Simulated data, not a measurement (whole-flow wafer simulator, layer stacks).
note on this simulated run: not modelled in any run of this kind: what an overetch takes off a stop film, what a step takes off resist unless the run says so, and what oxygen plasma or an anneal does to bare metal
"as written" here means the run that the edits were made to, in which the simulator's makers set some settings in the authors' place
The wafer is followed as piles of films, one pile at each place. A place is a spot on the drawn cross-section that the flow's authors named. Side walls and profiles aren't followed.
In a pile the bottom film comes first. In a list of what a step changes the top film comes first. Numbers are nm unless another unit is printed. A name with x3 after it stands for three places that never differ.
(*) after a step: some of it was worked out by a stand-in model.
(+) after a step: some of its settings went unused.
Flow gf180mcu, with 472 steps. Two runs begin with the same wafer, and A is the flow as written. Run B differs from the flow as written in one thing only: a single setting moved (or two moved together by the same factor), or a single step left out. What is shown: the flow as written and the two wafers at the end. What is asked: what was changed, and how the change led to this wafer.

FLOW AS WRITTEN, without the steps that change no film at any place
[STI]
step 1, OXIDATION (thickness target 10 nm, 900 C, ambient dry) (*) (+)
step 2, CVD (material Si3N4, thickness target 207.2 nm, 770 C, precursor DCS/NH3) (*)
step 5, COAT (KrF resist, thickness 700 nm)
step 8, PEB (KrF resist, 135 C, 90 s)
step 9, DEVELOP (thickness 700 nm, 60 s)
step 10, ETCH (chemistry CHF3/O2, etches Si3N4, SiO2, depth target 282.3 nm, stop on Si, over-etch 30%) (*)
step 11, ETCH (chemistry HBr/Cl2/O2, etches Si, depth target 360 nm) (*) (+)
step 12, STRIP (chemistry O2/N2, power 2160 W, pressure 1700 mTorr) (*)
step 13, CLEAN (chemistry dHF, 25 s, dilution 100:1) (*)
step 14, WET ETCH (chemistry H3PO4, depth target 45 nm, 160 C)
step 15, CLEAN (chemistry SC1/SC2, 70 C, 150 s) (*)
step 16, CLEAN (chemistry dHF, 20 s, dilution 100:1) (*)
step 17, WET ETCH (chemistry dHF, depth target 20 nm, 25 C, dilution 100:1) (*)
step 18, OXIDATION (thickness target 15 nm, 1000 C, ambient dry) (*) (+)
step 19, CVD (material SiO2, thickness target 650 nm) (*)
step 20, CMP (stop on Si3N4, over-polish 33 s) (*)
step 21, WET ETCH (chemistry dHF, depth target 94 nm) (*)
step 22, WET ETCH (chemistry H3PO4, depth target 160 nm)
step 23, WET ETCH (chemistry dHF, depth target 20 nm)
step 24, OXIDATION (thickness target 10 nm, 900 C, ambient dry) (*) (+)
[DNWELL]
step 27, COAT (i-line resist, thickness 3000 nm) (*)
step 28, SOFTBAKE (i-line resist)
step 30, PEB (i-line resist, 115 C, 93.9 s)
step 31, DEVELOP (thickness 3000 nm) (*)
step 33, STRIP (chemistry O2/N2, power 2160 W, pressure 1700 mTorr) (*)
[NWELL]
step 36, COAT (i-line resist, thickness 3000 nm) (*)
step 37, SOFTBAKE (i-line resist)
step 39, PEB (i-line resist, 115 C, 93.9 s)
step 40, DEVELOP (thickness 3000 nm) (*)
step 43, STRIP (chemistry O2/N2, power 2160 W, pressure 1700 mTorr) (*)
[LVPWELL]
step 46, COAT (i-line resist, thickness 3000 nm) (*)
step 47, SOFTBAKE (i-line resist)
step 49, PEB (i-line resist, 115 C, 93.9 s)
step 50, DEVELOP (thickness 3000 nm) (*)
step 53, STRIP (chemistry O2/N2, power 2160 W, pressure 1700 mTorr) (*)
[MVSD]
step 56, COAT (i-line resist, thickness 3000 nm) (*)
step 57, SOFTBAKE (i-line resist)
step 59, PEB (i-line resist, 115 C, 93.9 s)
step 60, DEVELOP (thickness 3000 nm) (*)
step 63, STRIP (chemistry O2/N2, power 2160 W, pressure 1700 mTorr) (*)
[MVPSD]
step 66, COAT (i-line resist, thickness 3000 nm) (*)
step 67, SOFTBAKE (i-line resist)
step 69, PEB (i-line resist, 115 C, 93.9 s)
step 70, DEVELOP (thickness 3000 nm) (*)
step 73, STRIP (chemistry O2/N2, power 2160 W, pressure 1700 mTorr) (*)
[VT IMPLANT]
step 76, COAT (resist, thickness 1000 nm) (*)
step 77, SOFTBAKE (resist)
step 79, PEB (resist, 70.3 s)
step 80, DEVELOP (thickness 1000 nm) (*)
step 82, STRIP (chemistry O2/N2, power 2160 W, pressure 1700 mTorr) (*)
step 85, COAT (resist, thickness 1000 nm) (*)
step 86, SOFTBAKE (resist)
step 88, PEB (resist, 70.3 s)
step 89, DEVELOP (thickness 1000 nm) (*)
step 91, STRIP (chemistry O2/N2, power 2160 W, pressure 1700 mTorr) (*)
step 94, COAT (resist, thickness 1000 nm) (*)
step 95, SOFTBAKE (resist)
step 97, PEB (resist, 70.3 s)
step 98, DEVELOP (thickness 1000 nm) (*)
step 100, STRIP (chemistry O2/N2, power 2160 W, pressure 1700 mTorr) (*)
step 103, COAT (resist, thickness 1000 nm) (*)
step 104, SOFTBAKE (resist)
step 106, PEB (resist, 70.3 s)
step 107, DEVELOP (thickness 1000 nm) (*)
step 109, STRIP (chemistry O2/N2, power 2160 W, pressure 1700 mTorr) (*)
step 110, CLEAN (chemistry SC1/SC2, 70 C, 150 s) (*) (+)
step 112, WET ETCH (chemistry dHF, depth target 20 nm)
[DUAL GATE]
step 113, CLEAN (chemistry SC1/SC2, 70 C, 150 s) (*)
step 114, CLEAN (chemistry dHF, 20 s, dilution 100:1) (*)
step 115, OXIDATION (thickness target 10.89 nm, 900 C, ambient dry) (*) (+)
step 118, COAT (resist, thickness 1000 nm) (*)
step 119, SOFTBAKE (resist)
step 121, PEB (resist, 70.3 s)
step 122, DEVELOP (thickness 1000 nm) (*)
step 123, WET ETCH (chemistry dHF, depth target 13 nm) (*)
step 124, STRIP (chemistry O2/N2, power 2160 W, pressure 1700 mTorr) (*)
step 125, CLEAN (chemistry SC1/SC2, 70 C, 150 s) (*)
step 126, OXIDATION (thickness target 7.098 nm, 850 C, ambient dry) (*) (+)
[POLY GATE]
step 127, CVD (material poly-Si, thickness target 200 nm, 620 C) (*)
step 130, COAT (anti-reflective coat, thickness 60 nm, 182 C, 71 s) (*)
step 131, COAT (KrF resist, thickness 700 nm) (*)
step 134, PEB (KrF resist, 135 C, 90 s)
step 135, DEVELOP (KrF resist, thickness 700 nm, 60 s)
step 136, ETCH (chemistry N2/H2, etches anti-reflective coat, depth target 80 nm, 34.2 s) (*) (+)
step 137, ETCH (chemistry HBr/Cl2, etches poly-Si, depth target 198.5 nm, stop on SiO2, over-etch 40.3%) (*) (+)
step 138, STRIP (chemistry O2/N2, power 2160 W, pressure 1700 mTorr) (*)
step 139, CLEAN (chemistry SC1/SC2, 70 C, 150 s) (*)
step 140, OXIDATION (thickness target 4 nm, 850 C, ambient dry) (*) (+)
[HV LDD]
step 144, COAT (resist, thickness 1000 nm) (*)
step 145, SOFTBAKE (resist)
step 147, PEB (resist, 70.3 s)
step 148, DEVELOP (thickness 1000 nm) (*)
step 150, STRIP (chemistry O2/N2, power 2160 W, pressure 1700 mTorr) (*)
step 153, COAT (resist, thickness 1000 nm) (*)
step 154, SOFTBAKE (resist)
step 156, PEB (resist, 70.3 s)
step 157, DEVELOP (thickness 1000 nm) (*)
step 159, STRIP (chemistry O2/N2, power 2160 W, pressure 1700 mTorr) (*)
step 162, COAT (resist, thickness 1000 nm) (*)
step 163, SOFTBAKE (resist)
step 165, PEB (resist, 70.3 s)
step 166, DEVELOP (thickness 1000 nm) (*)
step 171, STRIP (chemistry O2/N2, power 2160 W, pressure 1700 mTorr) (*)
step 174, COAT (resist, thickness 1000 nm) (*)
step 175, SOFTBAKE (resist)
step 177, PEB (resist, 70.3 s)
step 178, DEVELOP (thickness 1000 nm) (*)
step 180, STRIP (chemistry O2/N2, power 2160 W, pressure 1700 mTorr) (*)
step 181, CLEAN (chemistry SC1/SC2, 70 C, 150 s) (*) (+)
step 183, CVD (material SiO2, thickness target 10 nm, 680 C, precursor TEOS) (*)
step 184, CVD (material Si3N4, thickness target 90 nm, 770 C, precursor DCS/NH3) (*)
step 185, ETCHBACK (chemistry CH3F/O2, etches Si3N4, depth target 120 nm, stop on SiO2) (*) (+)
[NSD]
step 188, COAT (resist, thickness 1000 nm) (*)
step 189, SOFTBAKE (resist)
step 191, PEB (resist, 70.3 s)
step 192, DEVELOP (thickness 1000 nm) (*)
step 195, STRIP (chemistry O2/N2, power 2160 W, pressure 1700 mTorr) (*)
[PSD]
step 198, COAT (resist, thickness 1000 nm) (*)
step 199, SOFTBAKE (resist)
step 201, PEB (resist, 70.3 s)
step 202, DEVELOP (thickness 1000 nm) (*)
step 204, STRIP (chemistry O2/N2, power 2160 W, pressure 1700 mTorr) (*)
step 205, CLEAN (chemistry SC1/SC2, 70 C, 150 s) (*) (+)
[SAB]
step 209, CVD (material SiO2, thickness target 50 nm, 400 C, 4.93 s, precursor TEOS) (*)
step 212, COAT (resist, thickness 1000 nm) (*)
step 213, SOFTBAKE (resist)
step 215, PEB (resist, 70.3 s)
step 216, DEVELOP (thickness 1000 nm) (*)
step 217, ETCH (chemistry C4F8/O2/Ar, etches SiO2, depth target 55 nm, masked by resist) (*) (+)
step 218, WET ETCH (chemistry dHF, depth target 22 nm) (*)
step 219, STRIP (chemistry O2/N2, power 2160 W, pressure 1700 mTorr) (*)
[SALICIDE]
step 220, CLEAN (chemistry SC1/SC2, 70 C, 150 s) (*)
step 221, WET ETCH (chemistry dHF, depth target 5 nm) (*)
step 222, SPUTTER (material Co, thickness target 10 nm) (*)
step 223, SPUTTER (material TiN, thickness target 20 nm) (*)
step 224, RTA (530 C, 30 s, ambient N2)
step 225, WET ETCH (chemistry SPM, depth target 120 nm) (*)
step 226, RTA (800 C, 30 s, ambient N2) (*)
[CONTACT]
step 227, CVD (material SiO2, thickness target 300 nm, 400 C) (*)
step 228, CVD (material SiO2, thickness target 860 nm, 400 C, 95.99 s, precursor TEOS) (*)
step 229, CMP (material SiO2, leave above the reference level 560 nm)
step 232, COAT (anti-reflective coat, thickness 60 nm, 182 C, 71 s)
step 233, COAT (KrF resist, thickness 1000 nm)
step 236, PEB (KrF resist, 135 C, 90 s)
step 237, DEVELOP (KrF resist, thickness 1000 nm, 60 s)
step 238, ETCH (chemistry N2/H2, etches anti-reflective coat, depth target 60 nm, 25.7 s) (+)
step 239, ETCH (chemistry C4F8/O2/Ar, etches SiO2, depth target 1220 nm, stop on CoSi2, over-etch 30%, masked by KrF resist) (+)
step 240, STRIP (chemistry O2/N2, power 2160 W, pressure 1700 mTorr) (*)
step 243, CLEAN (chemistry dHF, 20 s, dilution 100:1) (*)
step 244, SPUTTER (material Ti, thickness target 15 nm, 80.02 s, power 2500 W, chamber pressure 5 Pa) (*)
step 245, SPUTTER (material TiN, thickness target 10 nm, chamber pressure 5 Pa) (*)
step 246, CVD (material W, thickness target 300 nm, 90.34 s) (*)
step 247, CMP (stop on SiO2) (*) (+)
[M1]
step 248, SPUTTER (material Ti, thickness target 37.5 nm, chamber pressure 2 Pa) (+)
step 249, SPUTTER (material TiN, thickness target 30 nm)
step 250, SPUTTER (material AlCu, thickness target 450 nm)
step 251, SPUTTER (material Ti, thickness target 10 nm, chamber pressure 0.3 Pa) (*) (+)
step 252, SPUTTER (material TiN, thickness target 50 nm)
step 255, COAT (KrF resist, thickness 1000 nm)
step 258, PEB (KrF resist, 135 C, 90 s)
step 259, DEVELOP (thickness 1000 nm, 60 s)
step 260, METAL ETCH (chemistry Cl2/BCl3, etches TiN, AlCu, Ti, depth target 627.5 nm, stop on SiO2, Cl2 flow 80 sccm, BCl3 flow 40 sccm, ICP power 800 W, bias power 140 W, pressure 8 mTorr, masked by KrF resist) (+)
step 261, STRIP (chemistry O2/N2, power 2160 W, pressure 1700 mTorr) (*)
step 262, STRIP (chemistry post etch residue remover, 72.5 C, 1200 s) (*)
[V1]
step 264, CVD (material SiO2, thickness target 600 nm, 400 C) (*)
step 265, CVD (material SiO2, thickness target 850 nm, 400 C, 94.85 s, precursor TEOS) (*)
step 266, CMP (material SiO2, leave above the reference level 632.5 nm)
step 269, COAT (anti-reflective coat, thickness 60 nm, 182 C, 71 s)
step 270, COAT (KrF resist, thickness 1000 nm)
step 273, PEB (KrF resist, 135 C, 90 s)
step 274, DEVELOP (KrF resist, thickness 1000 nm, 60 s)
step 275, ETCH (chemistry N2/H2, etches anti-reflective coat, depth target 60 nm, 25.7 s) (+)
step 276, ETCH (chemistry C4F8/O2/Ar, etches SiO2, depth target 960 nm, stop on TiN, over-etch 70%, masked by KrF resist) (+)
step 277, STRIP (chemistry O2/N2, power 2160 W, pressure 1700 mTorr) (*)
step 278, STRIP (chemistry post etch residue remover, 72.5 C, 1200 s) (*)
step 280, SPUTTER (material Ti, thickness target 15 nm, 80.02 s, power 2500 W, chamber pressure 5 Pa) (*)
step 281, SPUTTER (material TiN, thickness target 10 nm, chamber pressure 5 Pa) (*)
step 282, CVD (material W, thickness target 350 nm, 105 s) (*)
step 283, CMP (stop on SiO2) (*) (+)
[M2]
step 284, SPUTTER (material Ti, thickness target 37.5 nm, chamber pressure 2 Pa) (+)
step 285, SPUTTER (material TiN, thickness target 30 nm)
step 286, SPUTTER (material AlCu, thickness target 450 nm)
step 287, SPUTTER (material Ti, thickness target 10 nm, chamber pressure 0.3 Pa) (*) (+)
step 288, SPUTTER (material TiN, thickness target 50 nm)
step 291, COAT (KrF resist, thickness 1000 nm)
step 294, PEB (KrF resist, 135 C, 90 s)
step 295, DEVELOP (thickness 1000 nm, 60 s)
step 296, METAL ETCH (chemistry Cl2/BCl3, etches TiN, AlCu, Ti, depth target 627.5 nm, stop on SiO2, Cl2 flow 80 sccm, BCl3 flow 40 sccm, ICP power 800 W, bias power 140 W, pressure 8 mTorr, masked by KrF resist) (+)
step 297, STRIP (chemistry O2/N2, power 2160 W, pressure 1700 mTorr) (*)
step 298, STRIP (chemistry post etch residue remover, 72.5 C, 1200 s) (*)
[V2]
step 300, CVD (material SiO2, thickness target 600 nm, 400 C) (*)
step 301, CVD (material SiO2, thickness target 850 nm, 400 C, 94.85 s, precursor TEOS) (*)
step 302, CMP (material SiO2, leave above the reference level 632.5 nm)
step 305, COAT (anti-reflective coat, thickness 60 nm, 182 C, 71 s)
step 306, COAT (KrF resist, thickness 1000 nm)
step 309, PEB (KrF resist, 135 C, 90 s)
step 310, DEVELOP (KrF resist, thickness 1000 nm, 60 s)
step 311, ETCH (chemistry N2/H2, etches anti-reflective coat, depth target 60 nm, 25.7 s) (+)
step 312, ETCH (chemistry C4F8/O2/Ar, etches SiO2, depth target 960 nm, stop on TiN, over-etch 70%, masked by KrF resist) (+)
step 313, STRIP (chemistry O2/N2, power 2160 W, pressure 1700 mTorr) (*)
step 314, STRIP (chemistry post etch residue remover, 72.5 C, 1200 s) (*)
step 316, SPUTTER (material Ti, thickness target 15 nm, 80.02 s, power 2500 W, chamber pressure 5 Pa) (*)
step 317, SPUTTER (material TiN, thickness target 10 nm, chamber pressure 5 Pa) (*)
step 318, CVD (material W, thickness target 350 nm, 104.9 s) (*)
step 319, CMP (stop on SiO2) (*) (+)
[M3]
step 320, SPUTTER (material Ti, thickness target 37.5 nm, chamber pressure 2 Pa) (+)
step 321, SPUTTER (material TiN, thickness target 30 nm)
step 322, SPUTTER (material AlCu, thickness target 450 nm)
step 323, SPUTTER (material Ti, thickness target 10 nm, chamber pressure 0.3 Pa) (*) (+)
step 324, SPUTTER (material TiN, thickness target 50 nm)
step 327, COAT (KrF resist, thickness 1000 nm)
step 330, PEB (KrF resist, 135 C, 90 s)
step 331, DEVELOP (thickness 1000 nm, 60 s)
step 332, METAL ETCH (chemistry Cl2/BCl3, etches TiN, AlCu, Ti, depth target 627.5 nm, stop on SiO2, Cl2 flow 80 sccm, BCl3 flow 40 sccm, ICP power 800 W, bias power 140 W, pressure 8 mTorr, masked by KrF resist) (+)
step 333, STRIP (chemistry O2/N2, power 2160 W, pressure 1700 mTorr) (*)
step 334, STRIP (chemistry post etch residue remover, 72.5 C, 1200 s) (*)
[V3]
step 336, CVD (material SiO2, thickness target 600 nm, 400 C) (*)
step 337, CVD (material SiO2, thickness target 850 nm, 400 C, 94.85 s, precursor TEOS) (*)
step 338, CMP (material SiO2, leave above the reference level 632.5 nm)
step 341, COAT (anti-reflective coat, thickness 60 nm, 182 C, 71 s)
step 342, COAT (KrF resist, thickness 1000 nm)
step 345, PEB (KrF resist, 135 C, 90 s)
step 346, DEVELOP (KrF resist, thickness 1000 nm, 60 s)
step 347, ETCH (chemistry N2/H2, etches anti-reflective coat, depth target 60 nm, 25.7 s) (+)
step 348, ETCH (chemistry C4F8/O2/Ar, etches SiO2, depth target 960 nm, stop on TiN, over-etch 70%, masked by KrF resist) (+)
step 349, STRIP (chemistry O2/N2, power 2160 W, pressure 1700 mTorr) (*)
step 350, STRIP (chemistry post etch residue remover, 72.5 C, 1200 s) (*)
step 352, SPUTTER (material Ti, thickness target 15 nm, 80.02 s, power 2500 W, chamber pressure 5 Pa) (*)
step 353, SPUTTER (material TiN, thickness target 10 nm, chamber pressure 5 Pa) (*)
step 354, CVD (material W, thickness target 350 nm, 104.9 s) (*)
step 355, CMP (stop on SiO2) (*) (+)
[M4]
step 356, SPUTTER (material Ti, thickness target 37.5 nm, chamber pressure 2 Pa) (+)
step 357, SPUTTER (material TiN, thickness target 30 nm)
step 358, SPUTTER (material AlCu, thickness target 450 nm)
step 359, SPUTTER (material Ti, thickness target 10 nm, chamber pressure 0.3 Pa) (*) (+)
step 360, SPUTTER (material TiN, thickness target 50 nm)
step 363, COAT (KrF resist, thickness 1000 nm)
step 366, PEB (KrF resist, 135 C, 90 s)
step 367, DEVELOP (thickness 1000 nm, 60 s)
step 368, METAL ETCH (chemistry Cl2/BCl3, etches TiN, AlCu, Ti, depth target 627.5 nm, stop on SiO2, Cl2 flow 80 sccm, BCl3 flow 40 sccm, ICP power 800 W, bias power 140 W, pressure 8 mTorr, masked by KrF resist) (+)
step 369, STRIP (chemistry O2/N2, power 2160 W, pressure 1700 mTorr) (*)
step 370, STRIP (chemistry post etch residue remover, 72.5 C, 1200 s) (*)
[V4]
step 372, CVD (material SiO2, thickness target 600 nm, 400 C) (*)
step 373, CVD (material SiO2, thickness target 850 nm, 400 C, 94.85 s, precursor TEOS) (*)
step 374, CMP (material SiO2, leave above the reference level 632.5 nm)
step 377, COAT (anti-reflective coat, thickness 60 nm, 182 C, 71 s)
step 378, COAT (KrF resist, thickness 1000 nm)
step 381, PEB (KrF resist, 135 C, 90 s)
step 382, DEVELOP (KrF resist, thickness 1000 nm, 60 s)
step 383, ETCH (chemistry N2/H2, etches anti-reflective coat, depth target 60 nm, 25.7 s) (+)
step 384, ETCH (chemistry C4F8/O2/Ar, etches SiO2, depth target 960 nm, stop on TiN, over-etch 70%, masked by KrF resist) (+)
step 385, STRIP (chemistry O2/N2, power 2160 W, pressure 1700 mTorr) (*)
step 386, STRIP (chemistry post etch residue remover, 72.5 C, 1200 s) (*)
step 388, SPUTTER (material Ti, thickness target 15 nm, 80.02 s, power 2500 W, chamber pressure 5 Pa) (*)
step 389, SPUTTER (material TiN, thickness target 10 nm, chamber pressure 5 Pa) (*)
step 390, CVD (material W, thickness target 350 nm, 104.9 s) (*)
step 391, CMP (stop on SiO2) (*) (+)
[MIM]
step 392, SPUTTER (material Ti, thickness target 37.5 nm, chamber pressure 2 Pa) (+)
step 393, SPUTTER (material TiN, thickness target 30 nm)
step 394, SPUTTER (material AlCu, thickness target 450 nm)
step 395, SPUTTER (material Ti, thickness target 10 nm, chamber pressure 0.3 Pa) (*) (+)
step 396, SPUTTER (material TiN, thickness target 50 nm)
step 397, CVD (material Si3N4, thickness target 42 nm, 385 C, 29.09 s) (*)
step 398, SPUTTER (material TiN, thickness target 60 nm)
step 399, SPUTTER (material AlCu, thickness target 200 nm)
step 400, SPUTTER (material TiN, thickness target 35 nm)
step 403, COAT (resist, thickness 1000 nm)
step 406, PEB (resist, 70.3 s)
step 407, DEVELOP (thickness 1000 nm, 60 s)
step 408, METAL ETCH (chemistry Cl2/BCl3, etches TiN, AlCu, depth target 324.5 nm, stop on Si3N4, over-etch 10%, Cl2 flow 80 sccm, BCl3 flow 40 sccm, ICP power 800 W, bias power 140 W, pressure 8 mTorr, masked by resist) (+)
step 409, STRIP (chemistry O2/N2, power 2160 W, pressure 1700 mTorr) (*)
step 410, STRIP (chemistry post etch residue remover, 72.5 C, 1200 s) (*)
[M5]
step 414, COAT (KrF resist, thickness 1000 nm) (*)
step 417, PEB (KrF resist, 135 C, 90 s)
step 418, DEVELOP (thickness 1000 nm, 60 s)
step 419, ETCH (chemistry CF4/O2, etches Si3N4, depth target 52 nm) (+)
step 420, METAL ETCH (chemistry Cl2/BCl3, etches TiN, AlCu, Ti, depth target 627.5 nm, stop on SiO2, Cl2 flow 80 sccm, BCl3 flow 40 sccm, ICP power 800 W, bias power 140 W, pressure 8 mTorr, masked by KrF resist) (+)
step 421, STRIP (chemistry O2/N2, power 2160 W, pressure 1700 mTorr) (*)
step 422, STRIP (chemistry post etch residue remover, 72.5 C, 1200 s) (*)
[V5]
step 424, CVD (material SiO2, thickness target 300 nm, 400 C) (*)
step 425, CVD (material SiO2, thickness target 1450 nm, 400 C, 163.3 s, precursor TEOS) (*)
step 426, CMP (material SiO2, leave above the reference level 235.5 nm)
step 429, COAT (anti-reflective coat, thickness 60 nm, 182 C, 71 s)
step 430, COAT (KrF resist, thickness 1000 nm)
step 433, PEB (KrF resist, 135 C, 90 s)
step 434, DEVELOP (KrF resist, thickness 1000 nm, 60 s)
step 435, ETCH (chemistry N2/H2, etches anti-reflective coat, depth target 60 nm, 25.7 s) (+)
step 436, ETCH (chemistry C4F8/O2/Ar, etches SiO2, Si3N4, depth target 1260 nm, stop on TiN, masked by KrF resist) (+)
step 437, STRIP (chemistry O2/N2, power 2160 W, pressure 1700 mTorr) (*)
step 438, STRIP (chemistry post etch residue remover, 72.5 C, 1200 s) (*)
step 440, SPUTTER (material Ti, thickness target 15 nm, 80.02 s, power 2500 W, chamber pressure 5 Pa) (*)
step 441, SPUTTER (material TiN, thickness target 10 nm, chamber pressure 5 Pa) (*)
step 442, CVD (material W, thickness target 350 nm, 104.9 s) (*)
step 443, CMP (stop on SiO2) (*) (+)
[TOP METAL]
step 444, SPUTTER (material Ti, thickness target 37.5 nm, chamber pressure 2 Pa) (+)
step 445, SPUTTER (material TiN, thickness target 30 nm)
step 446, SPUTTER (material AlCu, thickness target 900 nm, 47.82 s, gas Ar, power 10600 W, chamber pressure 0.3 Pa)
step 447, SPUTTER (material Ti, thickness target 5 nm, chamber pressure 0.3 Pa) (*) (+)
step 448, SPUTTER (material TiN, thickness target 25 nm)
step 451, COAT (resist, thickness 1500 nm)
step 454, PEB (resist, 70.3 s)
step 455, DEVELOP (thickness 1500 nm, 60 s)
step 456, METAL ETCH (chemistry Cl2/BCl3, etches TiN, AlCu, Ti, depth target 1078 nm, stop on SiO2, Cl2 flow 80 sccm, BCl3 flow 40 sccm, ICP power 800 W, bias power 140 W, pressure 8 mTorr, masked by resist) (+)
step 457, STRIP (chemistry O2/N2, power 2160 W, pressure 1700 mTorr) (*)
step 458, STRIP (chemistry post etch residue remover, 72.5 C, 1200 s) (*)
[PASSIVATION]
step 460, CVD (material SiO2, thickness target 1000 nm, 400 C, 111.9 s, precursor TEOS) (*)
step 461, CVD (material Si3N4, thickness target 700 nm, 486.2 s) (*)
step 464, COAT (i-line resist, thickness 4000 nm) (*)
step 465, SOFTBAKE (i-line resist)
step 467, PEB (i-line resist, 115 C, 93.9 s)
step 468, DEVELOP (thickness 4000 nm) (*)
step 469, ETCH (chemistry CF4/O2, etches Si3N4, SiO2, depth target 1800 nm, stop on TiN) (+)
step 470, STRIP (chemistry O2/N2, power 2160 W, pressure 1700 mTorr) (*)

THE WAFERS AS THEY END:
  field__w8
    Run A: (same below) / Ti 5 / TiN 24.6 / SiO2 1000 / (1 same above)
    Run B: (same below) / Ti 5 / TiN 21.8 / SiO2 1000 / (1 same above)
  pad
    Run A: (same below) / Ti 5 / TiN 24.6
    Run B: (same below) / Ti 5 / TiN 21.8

Cause: step 448, SPUTTER: thickness target 22.2 nm was run, whereas the flow has thickness target 25 nm.

Step by step, how the change led to this:
  step 448, SPUTTER (material TiN, thickness target 25 nm)
      field, field__w1, field__w2 and 109 more: A TiN gains 25 (new film) | B TiN gains 22.2 (new film)
  step 456, METAL ETCH (chemistry Cl2/BCl3, etches TiN, AlCu, Ti, depth target 1078 nm, stop on SiO2, Cl2 flow 80 sccm, BCl3 flow 40 sccm, ICP power 800 W, bias power 140 W, pressure 8 mTorr, masked by resist) (+)
      field, field__w1, field__w2 and 103 more: A TiN loses 25 (all of it), Ti loses 5 (all of it), AlCu loses 900 (all of it), TiN loses 30 (all of it), Ti loses 37.5 (all of it) | B TiN loses 22.2 (all of it), Ti loses 5 (all of it), AlCu loses 900 (all of it), TiN loses 30 (all of it), Ti loses 37.5 (all of it)
